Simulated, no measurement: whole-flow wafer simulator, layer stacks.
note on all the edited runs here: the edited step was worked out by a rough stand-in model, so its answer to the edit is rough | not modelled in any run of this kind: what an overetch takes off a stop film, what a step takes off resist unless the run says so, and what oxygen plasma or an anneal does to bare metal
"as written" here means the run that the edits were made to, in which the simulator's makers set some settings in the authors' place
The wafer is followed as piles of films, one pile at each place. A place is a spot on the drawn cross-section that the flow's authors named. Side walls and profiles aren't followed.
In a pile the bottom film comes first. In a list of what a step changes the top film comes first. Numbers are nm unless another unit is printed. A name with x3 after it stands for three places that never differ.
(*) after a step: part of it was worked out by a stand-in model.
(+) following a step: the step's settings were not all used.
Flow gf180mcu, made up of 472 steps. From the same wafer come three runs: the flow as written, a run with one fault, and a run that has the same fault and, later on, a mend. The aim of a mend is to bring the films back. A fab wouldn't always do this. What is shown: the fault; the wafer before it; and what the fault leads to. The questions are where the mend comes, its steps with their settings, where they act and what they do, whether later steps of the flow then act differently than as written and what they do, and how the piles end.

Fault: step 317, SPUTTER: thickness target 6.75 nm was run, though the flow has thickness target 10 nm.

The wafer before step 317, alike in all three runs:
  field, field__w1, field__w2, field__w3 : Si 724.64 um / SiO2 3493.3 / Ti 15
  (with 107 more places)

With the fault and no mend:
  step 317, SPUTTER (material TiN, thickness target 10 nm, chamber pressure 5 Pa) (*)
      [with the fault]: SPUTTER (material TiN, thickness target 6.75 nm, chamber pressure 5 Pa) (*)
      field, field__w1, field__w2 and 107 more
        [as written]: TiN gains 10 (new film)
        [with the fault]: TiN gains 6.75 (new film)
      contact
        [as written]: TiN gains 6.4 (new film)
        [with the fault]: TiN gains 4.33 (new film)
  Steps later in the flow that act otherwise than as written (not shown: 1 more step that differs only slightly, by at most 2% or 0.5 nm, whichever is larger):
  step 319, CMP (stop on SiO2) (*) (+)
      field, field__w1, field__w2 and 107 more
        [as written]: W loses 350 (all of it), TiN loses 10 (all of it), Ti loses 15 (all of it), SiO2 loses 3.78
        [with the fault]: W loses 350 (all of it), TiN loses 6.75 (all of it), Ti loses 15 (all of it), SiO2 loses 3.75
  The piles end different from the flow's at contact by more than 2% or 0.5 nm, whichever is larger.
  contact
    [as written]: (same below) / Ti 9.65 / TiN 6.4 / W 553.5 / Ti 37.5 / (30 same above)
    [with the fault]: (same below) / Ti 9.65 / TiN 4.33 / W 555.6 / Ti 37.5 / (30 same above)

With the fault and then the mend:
  The mend follows step 317.
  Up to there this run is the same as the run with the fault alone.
  step 317a, SPUTTER (material TiN, thickness target 3.25 nm, chamber pressure 5 Pa) (*) (the flow's step 317, run once more with other settings)
      field, field__w1, field__w2 and 107 more
        TiN gains 3.25
      contact
        TiN gains 2.08
  Every later step of the flow that is run acts as written at every place that is followed.
  By the end, the piles equal the flow's at every place that both follow.
